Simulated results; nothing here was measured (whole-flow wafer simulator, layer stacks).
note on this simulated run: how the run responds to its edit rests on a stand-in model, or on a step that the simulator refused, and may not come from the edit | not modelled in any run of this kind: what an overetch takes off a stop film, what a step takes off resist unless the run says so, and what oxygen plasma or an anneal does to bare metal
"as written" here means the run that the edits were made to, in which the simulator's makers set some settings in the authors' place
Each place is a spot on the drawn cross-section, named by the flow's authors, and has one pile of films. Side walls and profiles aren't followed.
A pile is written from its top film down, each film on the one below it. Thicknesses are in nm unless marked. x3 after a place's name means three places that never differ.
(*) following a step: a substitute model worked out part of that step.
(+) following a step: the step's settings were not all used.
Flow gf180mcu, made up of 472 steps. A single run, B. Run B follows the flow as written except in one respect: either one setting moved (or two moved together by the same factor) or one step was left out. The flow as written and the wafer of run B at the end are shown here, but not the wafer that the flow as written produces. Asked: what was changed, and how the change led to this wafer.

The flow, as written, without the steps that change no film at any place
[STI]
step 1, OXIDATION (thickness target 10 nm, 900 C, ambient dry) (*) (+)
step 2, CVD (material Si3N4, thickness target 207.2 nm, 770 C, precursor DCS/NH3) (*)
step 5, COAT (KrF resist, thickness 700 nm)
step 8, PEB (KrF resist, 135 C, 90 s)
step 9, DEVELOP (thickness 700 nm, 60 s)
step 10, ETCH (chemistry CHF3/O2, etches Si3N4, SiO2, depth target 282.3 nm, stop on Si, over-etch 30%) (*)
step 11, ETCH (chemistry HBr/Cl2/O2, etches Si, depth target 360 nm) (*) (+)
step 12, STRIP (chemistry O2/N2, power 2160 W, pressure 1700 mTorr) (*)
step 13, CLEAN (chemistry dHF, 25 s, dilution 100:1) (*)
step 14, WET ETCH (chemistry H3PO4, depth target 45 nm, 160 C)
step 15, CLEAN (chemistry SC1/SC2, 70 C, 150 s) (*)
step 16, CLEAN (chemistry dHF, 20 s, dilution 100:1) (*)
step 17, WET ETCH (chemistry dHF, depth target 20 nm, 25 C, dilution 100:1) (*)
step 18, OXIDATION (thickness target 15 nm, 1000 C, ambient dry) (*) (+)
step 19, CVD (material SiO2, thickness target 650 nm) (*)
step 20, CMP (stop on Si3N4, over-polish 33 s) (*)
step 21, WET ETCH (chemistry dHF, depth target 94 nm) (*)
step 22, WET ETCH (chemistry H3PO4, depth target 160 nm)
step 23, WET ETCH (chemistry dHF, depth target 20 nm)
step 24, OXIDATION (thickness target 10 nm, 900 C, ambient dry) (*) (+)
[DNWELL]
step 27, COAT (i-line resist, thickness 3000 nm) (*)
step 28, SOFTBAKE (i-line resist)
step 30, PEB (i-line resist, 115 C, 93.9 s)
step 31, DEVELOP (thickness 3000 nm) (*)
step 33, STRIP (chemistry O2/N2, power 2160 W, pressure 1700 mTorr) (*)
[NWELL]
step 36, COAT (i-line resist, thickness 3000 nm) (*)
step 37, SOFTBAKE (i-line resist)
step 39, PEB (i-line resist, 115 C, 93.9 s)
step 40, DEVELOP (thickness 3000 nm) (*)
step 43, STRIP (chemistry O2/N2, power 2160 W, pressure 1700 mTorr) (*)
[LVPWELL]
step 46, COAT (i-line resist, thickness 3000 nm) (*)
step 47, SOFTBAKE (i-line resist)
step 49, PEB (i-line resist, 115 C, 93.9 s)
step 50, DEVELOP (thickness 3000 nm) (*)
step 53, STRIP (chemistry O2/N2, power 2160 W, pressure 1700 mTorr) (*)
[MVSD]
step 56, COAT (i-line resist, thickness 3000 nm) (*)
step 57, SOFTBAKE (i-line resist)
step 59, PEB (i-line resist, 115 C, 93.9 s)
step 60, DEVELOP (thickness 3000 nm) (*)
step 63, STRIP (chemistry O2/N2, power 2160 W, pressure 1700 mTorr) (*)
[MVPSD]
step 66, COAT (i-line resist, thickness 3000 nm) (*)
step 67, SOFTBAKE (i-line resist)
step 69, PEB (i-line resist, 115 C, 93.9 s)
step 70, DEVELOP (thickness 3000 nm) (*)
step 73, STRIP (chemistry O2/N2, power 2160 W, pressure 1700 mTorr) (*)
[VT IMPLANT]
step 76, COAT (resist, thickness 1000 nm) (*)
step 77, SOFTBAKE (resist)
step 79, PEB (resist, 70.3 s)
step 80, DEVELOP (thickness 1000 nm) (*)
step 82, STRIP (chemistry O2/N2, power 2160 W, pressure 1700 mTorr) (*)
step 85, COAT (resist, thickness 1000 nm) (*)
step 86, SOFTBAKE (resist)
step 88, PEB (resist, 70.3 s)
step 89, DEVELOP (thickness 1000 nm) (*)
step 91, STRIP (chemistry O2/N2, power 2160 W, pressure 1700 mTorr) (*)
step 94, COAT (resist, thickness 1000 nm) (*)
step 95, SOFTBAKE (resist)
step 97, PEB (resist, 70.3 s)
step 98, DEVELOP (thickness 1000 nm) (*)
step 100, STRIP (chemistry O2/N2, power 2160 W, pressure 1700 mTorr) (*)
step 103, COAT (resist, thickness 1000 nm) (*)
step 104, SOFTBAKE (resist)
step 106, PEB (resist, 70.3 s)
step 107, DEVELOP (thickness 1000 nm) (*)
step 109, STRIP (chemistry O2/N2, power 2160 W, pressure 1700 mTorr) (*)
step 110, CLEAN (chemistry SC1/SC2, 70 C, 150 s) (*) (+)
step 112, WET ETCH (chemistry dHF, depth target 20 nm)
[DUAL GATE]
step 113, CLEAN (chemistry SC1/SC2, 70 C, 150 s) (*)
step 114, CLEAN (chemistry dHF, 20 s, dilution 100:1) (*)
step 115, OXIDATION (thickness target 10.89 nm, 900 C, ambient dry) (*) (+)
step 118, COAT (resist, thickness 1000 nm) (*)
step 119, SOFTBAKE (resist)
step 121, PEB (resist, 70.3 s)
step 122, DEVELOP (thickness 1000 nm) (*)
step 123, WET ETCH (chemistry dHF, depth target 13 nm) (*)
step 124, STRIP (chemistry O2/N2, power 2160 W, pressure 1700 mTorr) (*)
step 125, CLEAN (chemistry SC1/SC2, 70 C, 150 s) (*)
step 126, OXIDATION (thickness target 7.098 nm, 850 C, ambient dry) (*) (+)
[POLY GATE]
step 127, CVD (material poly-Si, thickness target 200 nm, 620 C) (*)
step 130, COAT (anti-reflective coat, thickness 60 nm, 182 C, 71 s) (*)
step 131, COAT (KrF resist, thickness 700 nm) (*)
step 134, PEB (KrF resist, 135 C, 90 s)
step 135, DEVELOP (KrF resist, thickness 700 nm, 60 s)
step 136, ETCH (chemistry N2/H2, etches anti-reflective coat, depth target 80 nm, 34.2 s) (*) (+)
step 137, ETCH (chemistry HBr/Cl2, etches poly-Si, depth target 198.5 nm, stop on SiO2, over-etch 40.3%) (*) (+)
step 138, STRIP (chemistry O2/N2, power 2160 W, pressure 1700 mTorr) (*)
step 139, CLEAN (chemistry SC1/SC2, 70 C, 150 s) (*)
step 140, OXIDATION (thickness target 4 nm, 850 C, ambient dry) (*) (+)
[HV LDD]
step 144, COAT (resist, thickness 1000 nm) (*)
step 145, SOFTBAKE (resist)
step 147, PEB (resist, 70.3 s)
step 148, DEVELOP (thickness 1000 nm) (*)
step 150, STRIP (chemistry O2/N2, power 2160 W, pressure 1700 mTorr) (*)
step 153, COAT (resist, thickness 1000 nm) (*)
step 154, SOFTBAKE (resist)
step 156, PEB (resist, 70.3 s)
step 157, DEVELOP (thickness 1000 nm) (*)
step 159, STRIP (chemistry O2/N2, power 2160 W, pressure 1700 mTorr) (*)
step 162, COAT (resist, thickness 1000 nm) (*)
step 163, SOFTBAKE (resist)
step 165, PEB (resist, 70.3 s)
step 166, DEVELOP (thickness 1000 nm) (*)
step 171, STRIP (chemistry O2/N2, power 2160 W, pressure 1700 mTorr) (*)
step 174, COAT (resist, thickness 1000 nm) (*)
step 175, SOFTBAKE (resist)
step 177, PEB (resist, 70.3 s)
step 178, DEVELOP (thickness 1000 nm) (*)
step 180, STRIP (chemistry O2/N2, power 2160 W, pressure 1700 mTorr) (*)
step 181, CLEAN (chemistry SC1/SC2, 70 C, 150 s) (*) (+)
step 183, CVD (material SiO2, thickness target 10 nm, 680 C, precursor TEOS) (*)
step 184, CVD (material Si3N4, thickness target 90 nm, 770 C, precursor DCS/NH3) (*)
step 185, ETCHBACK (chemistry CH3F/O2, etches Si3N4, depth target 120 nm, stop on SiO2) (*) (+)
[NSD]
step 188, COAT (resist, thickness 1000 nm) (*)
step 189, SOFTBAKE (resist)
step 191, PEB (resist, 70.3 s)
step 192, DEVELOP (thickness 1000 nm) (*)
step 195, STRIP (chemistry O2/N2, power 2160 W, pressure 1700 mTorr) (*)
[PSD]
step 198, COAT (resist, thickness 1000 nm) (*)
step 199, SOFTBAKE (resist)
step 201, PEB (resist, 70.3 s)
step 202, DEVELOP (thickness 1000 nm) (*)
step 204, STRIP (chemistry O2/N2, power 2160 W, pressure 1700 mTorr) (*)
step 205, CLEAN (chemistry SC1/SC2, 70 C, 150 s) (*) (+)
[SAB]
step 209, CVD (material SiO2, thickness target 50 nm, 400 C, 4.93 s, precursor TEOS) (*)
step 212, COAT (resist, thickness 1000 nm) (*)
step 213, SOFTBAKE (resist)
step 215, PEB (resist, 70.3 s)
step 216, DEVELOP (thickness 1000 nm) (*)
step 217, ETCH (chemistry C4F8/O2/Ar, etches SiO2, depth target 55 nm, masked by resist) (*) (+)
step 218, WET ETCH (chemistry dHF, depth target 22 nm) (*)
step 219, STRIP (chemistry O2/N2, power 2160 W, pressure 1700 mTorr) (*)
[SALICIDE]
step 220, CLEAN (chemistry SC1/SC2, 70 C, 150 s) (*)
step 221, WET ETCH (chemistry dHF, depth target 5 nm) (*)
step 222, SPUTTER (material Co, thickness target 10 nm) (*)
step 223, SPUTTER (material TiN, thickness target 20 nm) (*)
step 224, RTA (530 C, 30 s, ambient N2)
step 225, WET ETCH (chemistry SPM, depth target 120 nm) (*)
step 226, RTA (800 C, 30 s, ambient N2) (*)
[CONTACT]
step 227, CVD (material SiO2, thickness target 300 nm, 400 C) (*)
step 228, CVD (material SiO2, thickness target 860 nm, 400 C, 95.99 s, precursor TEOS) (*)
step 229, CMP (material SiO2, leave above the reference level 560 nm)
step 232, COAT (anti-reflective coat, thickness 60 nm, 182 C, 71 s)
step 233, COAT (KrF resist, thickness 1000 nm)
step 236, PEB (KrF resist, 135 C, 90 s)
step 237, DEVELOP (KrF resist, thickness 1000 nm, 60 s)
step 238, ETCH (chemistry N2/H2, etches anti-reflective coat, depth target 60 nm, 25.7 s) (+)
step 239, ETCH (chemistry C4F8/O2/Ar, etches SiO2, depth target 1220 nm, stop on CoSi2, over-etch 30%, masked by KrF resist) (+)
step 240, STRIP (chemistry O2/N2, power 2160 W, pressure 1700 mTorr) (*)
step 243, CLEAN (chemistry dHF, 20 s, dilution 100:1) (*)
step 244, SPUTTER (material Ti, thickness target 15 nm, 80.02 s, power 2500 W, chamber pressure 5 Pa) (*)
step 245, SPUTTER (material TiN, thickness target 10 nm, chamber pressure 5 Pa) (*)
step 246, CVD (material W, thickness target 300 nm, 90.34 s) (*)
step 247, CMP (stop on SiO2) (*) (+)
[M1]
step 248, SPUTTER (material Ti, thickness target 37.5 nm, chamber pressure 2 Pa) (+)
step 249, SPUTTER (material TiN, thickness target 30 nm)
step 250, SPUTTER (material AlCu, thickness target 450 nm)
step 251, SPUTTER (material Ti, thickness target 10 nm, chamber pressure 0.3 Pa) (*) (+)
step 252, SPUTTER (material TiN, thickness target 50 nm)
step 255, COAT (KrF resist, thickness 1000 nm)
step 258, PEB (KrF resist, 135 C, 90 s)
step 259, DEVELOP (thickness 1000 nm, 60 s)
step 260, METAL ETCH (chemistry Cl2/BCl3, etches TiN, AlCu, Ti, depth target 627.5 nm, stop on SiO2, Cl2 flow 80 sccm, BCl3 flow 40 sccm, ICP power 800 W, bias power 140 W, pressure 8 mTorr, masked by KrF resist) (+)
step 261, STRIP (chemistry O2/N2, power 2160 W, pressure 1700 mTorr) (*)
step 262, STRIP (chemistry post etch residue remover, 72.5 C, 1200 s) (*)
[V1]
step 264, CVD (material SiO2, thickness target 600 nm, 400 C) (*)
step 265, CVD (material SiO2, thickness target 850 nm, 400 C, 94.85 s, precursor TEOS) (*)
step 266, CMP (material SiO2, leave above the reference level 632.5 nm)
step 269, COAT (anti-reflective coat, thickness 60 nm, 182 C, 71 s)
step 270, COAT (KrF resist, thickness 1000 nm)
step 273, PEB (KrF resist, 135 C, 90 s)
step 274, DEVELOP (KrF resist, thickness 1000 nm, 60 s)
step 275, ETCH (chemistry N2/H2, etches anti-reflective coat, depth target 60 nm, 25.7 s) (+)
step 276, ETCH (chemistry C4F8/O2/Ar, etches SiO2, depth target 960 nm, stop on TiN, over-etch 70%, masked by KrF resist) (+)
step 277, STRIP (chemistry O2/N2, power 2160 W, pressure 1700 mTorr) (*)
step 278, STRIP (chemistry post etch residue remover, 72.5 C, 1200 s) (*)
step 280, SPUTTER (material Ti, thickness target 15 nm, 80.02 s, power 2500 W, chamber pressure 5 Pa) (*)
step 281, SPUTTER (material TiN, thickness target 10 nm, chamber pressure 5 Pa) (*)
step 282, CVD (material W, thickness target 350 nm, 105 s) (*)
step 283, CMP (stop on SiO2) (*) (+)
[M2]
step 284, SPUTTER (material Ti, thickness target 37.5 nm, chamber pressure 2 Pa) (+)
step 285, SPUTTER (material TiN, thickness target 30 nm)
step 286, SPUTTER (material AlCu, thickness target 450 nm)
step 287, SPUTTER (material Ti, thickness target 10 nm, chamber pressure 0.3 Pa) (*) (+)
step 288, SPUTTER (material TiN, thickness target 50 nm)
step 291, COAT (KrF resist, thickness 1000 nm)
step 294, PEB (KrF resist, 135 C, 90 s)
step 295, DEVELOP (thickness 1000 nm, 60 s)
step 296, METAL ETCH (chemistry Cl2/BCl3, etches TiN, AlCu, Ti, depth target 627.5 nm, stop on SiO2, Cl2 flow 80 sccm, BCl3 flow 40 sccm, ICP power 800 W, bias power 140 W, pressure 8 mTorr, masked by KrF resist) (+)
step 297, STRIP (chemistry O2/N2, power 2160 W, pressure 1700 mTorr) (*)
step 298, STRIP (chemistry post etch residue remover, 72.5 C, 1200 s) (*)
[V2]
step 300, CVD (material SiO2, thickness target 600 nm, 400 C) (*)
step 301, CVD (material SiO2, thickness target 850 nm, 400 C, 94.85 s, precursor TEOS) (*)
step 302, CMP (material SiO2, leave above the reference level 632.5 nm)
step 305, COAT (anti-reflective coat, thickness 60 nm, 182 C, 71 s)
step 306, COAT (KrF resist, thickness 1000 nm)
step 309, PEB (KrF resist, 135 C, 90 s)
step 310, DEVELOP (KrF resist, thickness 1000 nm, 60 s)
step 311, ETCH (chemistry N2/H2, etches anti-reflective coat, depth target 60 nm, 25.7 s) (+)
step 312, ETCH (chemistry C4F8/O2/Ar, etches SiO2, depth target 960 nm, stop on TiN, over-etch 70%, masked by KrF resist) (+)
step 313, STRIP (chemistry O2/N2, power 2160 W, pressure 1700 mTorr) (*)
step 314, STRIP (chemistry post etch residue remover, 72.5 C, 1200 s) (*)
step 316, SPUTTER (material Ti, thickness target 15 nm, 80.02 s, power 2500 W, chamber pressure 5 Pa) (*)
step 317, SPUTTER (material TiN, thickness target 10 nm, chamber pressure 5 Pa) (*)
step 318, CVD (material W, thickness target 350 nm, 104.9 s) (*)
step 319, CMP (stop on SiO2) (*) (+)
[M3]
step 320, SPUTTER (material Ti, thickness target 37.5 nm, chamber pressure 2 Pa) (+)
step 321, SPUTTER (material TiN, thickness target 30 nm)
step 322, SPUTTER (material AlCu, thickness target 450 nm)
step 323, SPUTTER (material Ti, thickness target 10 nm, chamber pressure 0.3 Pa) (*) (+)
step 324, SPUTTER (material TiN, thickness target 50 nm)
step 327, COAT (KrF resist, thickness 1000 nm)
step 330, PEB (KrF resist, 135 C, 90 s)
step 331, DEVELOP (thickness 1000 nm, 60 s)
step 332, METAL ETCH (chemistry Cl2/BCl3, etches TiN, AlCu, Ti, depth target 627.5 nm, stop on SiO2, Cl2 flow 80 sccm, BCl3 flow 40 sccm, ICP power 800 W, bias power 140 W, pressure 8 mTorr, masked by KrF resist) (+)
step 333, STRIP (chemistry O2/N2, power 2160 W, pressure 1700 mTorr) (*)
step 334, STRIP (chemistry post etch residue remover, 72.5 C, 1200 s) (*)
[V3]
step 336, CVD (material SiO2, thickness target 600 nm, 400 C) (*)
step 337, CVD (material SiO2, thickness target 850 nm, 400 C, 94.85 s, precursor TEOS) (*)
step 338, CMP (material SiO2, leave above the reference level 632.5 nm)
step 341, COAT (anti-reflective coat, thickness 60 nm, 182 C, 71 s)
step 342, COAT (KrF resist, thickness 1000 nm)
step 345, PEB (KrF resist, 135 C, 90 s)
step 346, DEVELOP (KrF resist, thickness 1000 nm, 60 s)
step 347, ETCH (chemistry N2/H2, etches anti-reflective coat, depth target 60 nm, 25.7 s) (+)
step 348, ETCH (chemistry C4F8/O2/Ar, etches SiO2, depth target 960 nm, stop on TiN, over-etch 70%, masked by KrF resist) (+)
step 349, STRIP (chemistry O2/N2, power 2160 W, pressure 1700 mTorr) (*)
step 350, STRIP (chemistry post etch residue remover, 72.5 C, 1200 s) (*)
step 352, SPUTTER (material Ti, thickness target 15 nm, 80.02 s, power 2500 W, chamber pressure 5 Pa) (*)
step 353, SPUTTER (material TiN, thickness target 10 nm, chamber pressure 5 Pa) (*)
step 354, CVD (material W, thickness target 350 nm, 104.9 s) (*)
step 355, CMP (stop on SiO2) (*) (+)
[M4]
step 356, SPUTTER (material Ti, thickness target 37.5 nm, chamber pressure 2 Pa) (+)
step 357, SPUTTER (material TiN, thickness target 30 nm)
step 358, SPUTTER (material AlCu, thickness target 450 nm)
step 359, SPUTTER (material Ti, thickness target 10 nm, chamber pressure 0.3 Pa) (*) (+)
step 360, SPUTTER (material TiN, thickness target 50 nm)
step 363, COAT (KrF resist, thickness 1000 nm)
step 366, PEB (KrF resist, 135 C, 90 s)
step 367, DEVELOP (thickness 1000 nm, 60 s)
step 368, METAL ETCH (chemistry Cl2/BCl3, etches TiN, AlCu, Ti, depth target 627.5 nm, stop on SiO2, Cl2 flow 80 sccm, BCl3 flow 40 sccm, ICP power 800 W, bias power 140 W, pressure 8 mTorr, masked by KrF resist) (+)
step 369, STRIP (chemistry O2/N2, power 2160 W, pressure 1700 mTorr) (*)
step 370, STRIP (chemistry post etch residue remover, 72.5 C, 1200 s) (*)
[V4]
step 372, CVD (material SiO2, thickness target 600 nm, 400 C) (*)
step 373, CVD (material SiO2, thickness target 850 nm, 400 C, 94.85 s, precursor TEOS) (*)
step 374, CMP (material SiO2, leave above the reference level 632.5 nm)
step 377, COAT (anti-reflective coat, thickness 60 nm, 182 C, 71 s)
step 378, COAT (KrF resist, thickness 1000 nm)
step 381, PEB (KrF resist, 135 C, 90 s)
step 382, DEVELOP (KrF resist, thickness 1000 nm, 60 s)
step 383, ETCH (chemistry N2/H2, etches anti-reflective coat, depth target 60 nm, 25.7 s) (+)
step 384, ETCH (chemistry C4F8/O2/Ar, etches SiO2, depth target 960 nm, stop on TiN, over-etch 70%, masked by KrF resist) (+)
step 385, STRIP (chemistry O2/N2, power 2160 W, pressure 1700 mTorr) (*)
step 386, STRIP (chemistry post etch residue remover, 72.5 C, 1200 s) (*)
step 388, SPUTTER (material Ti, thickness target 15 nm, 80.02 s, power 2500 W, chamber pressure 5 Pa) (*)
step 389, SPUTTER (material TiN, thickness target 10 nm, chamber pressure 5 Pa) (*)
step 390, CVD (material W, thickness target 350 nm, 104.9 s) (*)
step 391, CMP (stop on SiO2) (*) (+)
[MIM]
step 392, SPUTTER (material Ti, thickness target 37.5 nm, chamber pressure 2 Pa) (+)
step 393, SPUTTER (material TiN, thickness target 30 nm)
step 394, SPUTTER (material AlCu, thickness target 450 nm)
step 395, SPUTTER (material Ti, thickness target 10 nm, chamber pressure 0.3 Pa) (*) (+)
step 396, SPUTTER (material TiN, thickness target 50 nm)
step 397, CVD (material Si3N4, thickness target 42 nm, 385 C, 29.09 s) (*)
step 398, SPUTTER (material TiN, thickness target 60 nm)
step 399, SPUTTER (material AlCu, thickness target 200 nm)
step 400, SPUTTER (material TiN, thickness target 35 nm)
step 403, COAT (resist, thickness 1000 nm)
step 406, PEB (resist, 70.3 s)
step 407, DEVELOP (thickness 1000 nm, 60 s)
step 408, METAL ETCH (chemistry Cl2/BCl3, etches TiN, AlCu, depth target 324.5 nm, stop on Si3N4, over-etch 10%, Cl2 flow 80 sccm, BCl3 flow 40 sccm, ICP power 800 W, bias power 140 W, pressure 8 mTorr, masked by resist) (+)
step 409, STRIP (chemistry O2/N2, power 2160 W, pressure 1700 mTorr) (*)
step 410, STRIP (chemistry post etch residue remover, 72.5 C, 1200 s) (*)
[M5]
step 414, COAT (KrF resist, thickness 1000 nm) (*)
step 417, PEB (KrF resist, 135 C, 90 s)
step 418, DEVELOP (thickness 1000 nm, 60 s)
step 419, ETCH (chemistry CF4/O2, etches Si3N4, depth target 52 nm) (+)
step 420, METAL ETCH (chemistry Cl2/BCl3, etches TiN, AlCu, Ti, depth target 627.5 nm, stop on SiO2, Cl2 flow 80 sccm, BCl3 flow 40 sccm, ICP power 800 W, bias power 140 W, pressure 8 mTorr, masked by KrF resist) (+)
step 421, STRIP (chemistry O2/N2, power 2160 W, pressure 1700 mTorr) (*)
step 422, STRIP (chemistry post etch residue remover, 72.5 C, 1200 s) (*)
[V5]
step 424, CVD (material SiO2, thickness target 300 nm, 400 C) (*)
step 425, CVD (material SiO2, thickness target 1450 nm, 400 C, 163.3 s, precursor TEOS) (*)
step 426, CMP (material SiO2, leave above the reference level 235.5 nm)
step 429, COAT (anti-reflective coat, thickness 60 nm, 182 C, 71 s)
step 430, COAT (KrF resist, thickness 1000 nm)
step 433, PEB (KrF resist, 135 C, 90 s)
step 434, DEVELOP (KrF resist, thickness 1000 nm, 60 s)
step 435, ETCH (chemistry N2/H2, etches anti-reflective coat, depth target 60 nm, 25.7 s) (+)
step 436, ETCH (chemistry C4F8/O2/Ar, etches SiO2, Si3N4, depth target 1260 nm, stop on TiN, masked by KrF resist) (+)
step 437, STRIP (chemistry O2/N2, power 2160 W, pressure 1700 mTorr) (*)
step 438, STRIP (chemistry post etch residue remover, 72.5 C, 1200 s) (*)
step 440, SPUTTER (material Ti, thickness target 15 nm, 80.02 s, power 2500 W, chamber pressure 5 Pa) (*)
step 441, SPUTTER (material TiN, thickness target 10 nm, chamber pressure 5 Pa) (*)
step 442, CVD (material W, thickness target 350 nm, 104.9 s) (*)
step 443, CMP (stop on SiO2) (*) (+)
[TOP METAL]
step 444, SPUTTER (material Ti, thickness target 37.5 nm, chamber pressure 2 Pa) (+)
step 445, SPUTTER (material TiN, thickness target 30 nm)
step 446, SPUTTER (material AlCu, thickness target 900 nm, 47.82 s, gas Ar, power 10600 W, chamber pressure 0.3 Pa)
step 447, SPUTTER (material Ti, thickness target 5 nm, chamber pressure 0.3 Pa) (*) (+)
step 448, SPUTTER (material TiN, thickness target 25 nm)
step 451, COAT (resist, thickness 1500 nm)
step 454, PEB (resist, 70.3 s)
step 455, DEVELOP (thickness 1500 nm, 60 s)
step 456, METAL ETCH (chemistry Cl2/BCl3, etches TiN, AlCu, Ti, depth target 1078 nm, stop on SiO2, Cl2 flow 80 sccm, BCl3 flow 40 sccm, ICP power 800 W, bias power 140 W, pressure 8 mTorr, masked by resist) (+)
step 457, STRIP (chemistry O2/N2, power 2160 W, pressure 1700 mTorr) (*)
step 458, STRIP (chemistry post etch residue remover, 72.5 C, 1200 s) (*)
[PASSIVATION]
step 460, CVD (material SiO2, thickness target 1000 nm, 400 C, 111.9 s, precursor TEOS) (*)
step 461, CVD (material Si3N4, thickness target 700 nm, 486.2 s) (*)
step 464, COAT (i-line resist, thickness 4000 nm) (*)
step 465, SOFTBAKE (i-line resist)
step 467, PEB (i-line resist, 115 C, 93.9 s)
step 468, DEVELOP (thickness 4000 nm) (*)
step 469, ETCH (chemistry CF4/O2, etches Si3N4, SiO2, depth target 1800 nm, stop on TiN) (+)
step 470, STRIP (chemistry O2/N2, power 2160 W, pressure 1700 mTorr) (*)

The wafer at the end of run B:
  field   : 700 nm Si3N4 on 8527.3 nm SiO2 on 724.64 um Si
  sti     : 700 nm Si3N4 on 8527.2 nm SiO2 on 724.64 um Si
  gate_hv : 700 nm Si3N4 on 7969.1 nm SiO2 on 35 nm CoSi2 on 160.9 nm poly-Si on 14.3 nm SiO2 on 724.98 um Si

The reason: step 374, CMP: leave above the reference level 974.1 nm was run, though the flow has leave above the reference level 632.5 nm.

Step by step, how the change led to this:
  step 374, CMP (material SiO2, leave above the reference level 632.5 nm)
      field, field__w1, field__w2 and 103 more: nothing (it would be, as written: SiO2 loses 300)
      field__w8, contact, m1, m1__w1, m1_nw: SiO2 loses 535.5 (it would be, as written: SiO2 loses 877.1)
  step 377, COAT (anti-reflective coat, thickness 60 nm, 182 C, 71 s)
      field: anti-reflective coat gains 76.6 (new film) (it would be, as written: anti-reflective coat gains 60 (new film))
      field__w8: anti-reflective coat gains 36.6 (new film) (it would be, as written: anti-reflective coat gains 60 (new film))
      (and at 11 other places as well)
  step 383, ETCH (chemistry N2/H2, etches anti-reflective coat, depth target 60 nm, 25.7 s) (+)
      contact: anti-reflective coat loses 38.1 (all of it), SiO2 loses 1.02 (it would be, as written: anti-reflective coat loses 60 (all of it), SiO2 loses 0.46)
  step 384, ETCH (chemistry C4F8/O2/Ar, etches SiO2, depth target 960 nm, stop on TiN, over-etch 70%, masked by KrF resist) (+)
      contact: SiO2 loses 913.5 (all of it) (it would be, as written: SiO2 loses 572.5 (all of it))
  step 385, STRIP (chemistry O2/N2, power 2160 W, pressure 1700 mTorr) (*)
      field: KrF resist loses 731 (all of it), anti-reflective coat loses 76.6 (all of it) (it would be, as written: KrF resist loses 739.2 (all of it), anti-reflective coat loses 60 (all of it))
      field__w8: KrF resist loses 735.1 (all of it), anti-reflective coat loses 36.6 (all of it) (it would be, as written: KrF resist loses 739.2 (all of it), anti-reflective coat loses 60 (all of it))
      (and at 10 other places as well)
  step 388, SPUTTER (material Ti, thickness target 15 nm, 80.02 s, power 2500 W, chamber pressure 5 Pa) (*)
      contact: Ti gains 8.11 (new film) (it would be, as written: Ti gains 9.65 (new film))
  step 389, SPUTTER (material TiN, thickness target 10 nm, chamber pressure 5 Pa) (*)
      contact: TiN gains 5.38 (new film) (it would be, as written: TiN gains 6.4 (new film))
  step 390, CVD (material W, thickness target 350 nm, 104.9 s) (*)
      contact: W gains 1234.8 (new film) (it would be, as written: W gains 932.3 (new film))
  step 391, CMP (stop on SiO2) (*) (+)
      m1, m1__w1, m1_nw: W loses 350 (all of it), TiN loses 10 (all of it), Ti loses 15 (all of it), SiO2 loses 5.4 (it would be, as written: W loses 350 (all of it), TiN loses 10 (all of it), Ti loses 15 (all of it), SiO2 loses 3.78)
      field__w8: W loses 350 (all of it), TiN loses 10 (all of it), Ti loses 15 (all of it), SiO2 loses 5.41 (it would be, as written: W loses 350 (all of it), TiN loses 10 (all of it), Ti loses 15 (all of it), SiO2 loses 3.78)
  step 403, COAT (resist, thickness 1000 nm)
      field__w8: resist gains 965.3 (new film) (it would be, as written: resist gains 1000 (new film))
      m1: resist gains 965 (new film) (it would be, as written: resist gains 1000 (new film))
      (and at 2 other places as well)
  step 404, SOFTBAKE (resist)
      field__w8: resist loses 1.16 (it would be, as written: nothing)
      sd_p: resist gains 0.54 (it would be, as written: nothing)
      (and at 8 other places as well)
  step 406, PEB (resist, 70.3 s)
      field__w8, m1, m1__w1, m1_nw: resist loses 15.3 (it would be, as written: resist loses 15.9)
  step 407, DEVELOP (thickness 1000 nm, 60 s)
      field__w8: resist loses 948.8 (all of it) (it would be, as written: resist loses 984.1 (all of it))
      m1: resist loses 948.3 (all of it) (it would be, as written: resist loses 984.1 (all of it))
      (and at 2 other places as well)
  step 414, COAT (KrF resist, thickness 1000 nm) (*)
      field__w8: KrF resist gains 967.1 (new film) (it would be, as written: KrF resist gains 1000 (new film))
      m1: KrF resist gains 967.2 (new film) (it would be, as written: KrF resist gains 1000.5 (new film))
      (and at 2 other places as well)
  step 421, STRIP (chemistry O2/N2, power 2160 W, pressure 1700 mTorr) (*)
      field__w8: KrF resist loses 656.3 (all of it) (it would be, as written: KrF resist loses 688.9 (all of it))
      m1: KrF resist loses 656.4 (all of it) (it would be, as written: KrF resist loses 689.3 (all of it))
      (and at 2 other places as well)
  step 426, CMP (material SiO2, leave above the reference level 235.5 nm)
      field__w8, m1, m1__w1, m1_nw: SiO2 loses 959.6 (it would be, as written: SiO2 loses 919.6)
